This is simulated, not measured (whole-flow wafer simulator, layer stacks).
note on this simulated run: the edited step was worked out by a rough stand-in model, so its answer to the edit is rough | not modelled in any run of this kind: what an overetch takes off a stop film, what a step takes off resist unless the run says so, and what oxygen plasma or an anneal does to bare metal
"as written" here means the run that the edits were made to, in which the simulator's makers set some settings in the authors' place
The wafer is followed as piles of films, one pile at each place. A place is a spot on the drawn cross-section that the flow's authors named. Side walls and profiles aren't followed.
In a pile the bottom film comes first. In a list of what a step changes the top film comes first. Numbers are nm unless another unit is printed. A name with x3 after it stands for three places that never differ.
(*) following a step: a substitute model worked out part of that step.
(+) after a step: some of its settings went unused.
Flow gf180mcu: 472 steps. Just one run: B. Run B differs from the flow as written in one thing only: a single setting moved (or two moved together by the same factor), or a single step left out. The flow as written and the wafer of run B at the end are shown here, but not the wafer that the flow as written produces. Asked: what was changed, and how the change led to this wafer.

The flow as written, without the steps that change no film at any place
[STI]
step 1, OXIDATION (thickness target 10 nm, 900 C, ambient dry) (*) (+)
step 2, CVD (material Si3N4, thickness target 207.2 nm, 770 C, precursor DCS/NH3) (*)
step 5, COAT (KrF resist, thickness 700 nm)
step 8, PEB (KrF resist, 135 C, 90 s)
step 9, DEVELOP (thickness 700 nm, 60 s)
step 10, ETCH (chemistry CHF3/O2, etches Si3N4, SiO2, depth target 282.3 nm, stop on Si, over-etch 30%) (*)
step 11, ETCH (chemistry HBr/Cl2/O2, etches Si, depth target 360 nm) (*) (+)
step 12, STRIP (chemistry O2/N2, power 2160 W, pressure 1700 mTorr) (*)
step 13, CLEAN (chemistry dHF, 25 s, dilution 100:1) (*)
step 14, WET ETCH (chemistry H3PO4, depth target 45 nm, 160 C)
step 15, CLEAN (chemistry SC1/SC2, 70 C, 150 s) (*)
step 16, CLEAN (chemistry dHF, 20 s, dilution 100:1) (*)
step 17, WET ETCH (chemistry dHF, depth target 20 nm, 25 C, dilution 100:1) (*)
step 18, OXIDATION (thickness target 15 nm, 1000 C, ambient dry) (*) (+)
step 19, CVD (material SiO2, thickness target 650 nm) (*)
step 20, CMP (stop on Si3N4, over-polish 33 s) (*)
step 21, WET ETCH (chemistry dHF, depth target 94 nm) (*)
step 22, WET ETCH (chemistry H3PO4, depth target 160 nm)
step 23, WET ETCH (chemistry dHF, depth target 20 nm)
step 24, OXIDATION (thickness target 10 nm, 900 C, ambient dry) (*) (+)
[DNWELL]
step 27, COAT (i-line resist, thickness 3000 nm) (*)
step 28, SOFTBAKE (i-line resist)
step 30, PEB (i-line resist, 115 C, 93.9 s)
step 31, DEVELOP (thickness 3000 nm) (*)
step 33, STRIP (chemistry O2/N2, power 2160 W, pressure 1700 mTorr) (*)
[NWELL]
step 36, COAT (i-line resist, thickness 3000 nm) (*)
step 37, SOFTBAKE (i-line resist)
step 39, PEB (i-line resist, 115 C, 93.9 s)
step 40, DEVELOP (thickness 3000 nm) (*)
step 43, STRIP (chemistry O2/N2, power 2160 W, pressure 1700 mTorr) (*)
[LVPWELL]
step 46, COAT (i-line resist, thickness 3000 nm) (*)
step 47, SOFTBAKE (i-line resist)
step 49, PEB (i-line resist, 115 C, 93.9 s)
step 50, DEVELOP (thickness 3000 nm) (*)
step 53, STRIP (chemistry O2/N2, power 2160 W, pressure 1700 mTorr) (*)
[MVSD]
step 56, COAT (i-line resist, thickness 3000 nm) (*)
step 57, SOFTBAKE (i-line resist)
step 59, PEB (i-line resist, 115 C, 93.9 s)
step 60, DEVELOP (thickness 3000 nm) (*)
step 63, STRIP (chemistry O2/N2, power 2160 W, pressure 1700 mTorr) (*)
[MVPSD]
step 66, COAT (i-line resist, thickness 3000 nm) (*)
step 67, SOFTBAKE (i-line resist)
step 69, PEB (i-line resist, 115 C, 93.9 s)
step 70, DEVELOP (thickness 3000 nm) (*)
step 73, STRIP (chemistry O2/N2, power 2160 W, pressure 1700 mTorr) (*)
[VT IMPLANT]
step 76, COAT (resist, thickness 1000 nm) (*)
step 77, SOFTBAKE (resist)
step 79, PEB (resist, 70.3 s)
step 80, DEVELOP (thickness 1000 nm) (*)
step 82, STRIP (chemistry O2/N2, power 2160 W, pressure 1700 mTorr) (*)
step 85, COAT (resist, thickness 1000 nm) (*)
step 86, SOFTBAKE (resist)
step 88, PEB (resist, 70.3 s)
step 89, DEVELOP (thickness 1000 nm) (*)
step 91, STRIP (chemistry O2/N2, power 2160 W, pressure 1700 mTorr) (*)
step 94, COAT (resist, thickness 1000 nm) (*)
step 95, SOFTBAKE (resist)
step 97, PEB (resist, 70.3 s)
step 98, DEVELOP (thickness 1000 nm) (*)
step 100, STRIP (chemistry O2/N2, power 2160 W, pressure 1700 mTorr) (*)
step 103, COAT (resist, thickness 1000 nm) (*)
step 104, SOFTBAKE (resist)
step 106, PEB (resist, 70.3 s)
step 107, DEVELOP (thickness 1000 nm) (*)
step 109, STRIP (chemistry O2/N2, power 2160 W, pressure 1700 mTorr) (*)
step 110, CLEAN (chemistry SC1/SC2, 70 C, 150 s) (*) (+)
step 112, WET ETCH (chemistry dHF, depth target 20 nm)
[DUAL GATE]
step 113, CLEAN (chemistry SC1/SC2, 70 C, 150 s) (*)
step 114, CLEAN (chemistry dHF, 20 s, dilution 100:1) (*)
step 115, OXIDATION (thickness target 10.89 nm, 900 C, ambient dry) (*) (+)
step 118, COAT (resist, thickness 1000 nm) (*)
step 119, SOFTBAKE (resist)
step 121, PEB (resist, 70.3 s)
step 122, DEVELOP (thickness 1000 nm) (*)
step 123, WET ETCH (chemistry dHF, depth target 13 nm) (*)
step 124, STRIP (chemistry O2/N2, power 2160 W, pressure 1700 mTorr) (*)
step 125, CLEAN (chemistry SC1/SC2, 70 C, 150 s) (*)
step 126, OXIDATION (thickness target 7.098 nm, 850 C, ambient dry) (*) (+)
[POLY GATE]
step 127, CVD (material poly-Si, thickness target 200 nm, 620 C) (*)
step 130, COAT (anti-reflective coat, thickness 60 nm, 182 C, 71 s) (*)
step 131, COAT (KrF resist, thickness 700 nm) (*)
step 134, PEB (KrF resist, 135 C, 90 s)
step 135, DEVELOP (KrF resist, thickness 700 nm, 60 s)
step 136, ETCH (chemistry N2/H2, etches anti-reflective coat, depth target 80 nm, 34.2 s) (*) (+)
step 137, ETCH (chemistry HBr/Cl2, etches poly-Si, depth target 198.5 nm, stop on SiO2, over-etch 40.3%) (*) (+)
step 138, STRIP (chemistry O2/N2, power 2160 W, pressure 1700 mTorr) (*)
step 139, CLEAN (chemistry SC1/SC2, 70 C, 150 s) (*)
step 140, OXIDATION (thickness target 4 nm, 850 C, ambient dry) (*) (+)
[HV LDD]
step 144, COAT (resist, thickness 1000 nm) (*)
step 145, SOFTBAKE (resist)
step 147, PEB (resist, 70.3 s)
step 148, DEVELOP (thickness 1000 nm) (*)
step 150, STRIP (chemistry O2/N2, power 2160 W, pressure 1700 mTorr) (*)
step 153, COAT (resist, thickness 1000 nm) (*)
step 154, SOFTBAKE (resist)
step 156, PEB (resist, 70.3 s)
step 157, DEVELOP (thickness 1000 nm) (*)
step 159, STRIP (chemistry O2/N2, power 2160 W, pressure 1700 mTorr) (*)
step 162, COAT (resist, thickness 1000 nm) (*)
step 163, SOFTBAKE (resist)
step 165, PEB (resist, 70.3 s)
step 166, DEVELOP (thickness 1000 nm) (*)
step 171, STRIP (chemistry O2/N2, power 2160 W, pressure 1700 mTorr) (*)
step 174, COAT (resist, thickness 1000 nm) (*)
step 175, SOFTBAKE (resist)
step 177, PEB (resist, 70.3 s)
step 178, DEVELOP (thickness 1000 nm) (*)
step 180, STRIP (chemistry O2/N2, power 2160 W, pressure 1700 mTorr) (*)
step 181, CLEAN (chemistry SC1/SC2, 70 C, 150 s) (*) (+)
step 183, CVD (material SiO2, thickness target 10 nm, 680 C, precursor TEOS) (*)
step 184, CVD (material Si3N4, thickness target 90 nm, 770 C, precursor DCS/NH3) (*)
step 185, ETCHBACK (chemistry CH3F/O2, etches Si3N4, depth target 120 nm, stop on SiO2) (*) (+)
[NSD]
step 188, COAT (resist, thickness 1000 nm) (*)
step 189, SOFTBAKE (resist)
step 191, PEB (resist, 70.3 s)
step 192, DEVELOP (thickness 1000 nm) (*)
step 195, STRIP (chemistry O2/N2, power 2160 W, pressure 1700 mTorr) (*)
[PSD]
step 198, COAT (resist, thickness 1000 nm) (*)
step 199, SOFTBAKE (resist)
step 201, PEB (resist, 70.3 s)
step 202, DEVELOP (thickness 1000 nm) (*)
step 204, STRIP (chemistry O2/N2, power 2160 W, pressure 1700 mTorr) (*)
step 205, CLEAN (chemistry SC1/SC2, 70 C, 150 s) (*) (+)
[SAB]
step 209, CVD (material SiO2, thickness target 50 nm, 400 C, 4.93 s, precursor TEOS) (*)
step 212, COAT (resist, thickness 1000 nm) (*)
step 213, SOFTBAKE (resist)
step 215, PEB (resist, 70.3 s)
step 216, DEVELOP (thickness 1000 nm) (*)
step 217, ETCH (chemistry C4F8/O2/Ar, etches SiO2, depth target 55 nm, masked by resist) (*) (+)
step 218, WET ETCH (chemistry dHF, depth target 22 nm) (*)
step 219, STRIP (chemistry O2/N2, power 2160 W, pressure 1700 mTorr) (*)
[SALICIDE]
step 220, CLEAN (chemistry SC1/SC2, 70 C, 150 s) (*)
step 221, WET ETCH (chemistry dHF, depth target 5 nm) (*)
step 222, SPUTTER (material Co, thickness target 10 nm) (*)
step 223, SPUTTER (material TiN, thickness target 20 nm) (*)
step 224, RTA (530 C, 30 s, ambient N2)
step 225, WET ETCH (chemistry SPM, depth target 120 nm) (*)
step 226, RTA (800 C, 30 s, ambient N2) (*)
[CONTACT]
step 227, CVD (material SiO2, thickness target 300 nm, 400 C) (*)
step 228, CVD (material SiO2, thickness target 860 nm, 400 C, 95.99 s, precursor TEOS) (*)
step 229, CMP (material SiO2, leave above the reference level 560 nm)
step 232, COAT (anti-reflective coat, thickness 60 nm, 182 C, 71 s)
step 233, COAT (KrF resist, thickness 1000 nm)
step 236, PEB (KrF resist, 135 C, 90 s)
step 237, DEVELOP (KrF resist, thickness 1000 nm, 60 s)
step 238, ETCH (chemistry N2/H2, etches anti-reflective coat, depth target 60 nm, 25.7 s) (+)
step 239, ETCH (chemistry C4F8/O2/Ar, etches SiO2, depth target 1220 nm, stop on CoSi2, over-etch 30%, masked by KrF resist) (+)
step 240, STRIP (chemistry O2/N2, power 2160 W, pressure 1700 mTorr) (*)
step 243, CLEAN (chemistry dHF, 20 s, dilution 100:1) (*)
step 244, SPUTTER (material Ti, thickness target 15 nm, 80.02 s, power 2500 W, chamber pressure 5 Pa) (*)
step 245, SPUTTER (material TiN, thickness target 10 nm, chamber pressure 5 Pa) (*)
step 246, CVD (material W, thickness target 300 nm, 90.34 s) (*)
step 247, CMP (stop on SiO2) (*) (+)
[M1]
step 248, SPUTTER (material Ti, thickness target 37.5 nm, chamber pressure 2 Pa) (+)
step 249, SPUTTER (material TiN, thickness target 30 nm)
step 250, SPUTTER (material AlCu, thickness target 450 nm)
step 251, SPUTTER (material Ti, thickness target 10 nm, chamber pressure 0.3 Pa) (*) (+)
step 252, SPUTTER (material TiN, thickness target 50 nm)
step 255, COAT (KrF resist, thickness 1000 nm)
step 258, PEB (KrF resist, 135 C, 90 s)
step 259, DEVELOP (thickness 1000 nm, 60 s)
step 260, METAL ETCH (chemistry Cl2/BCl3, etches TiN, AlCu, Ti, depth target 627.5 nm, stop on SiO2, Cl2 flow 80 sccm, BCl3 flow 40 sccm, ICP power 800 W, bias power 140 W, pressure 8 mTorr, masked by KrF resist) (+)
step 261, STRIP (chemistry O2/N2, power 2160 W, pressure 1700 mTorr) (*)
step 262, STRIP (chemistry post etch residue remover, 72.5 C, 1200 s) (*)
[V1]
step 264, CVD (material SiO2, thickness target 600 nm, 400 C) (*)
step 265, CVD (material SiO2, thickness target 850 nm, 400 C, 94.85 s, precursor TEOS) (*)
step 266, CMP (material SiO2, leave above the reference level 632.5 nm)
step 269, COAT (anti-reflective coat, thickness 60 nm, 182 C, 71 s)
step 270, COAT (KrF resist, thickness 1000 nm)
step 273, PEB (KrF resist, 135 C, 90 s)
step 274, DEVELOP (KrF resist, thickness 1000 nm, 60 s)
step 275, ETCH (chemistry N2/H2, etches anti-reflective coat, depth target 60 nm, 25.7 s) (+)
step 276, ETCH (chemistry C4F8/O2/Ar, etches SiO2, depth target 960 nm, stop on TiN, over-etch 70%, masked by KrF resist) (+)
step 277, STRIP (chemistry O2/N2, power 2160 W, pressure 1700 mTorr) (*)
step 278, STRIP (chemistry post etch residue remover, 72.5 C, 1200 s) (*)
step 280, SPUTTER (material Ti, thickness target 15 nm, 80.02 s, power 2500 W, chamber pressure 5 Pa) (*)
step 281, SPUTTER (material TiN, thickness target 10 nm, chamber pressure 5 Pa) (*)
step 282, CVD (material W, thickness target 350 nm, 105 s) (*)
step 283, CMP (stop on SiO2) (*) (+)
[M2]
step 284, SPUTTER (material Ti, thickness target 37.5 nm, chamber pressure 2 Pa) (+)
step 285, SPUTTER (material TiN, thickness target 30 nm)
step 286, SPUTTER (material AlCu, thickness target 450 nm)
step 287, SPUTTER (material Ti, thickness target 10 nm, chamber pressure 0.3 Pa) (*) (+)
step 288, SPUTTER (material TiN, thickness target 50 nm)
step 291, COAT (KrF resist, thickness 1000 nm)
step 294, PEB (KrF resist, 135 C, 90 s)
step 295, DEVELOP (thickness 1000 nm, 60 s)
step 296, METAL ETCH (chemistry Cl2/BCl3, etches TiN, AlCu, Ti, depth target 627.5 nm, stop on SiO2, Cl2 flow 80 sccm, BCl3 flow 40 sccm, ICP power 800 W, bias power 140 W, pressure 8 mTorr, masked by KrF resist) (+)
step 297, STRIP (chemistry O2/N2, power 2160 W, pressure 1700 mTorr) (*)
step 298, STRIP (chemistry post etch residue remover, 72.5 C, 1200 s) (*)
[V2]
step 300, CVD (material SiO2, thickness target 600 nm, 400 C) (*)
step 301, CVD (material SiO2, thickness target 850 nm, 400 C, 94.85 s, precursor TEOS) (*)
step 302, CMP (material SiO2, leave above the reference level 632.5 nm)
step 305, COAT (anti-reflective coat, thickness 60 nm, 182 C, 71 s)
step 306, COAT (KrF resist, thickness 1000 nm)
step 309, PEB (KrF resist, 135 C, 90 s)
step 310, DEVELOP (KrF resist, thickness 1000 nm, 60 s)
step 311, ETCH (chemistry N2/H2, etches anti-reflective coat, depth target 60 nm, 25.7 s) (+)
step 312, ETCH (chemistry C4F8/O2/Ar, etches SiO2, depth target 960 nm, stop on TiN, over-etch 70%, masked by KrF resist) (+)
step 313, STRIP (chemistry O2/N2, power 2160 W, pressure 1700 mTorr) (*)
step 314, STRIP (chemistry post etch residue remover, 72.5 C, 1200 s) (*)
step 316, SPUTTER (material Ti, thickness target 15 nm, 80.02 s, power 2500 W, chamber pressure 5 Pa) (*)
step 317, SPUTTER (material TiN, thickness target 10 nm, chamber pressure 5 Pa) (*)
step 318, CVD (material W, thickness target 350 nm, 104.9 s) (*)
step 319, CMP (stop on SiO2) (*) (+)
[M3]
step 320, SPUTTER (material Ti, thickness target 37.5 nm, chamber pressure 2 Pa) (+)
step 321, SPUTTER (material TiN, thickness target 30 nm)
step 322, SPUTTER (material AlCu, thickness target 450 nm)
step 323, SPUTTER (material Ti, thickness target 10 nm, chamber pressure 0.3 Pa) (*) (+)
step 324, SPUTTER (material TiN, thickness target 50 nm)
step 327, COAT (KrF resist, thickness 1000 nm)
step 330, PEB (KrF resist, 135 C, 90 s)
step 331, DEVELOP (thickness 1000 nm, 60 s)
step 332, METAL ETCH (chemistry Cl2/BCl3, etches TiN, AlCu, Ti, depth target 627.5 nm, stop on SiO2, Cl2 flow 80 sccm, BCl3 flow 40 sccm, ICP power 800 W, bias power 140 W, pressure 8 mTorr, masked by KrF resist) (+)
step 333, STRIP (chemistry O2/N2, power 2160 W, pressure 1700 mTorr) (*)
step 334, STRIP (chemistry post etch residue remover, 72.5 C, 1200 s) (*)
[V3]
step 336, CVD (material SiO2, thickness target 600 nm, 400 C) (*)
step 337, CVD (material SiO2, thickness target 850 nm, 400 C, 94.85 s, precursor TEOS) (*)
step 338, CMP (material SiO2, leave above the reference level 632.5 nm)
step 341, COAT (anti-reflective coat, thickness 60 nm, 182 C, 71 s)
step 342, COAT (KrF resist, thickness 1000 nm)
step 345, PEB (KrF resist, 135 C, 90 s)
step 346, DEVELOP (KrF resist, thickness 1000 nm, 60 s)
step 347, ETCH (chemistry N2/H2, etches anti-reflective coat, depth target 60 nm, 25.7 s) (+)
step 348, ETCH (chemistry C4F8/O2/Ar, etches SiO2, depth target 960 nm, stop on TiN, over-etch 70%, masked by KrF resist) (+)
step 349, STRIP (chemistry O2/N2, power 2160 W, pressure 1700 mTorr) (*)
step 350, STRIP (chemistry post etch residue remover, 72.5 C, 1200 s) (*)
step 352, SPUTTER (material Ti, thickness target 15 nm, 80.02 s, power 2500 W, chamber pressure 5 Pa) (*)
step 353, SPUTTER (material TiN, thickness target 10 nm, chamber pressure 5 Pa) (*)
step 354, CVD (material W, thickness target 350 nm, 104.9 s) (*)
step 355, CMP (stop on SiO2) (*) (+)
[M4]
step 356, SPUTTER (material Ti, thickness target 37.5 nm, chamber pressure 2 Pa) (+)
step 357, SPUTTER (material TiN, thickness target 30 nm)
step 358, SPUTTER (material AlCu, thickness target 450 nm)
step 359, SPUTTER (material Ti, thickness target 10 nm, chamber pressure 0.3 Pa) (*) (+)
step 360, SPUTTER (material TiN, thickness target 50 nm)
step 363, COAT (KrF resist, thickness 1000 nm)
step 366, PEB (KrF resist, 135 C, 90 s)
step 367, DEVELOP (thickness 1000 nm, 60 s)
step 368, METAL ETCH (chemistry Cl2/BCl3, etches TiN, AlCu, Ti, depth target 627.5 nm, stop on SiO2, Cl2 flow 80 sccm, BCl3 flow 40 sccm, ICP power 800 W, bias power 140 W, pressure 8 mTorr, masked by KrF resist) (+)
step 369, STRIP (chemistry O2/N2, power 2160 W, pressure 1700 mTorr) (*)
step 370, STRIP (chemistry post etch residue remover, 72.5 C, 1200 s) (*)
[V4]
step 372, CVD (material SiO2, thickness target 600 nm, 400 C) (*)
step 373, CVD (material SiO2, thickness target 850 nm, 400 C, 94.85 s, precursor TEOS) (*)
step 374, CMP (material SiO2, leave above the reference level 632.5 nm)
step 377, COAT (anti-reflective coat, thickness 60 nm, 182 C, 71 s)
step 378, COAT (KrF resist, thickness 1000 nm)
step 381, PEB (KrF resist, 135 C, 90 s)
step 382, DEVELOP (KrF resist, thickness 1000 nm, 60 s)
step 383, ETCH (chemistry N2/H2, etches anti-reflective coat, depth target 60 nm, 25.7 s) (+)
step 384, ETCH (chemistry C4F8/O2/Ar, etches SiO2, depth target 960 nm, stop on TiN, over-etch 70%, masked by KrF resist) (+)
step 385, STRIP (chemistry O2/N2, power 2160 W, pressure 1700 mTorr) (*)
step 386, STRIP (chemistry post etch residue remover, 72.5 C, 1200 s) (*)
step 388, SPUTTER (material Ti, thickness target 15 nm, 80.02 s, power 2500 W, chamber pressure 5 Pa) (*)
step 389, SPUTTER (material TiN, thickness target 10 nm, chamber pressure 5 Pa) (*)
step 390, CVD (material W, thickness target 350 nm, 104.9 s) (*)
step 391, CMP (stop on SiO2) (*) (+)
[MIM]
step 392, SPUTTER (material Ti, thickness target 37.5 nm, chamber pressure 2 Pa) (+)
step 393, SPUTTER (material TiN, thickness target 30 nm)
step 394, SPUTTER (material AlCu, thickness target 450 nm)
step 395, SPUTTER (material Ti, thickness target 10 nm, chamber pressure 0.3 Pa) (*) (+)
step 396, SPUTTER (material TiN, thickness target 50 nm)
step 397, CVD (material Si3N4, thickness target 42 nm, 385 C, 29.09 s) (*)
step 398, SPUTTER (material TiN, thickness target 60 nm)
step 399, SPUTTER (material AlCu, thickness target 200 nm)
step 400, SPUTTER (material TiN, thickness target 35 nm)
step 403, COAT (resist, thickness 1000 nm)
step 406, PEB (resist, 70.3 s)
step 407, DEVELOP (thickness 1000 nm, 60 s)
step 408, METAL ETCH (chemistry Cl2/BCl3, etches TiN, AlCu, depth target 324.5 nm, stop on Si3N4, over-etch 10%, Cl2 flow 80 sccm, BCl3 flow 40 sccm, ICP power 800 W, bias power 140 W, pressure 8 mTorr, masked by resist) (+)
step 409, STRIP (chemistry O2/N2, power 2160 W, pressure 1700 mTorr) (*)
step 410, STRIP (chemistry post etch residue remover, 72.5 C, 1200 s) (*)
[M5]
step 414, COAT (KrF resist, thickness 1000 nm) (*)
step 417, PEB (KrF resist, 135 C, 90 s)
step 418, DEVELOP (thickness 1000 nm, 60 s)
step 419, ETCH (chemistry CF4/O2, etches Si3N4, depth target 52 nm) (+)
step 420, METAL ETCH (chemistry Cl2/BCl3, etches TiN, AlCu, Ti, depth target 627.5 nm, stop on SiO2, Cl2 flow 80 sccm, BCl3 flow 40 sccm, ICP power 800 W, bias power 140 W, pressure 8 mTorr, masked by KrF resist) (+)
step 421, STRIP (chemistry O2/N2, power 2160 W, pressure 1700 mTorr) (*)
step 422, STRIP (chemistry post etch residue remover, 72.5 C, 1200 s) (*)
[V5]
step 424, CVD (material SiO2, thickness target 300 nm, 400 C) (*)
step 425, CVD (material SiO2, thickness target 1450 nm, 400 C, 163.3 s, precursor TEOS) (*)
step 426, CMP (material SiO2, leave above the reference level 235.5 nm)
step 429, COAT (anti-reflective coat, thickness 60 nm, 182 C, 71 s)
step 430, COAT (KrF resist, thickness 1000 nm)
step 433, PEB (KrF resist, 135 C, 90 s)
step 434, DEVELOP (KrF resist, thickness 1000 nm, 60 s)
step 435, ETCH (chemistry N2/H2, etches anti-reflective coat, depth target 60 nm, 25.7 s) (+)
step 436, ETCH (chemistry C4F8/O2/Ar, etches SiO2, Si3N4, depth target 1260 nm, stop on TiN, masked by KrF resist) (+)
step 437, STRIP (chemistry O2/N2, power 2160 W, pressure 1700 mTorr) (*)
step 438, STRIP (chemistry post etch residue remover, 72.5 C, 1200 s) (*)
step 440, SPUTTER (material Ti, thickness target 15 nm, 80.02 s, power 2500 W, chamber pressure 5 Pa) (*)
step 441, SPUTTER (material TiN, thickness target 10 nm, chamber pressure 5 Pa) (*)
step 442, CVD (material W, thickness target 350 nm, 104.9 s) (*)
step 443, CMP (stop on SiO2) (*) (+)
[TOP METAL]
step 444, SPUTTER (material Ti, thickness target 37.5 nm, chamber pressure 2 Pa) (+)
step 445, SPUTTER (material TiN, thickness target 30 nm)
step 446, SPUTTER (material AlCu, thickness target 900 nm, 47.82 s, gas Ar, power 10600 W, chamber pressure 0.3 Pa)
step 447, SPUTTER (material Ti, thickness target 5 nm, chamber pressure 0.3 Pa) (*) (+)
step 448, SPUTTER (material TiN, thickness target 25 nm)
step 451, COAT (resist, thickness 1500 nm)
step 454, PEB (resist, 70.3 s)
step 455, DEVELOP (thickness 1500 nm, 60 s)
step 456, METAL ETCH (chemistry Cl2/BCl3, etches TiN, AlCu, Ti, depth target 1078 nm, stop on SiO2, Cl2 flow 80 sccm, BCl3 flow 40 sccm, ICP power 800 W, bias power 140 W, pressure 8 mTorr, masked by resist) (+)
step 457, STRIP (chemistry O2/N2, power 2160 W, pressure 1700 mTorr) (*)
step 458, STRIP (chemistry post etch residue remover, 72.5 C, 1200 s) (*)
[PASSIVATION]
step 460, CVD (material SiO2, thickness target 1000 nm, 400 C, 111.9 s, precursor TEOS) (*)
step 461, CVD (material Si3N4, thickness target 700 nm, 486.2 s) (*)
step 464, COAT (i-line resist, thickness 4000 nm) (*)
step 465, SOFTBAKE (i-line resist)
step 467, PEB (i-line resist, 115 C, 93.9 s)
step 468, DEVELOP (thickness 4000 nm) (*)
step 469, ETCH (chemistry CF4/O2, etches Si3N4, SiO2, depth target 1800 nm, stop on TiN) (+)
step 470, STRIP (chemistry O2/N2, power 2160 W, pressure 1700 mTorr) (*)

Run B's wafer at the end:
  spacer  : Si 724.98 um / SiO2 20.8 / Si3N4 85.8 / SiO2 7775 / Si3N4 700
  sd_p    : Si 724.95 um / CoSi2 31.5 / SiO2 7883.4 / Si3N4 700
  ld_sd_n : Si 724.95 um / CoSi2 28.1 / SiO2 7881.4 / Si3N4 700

Cause: step 183, CVD: thickness target 13.6 nm was run, whereas the flow has thickness target 10 nm.

The path from the change to this, step by step:
  step 183, CVD (material SiO2, thickness target 10 nm, 680 C, precursor TEOS) (*)
      field, field__w1, field__w2 and 99 more: +13.6 SiO2 (as written it would have been: +10 SiO2)
      ld_drift_p: +13.4 SiO2 (as written it would have been: +9.87 SiO2)
      (also at 1 further place)
  step 189, SOFTBAKE (resist)
      field__w9: -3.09 resist (as written it would have been: +6.92 resist)
  step 199, SOFTBAKE (resist)
      field__w9: -3.09 resist (as written it would have been: +6.92 resist)
  step 218, WET ETCH (chemistry dHF, depth target 22 nm) (*)
      gate, gate_hv, gate_p and 23 more: -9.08 SiO2 (all of it) (as written it would have been: -5.48 SiO2 (all of it))
      active, p_well, sd_n, iso_ptap_pw, iso_ntap_nw, iso_ptap_sub, vpnp_e: -12.6 SiO2 (all of it) (as written it would have been: -9.01 SiO2 (all of it))
      (also at 28 further places)
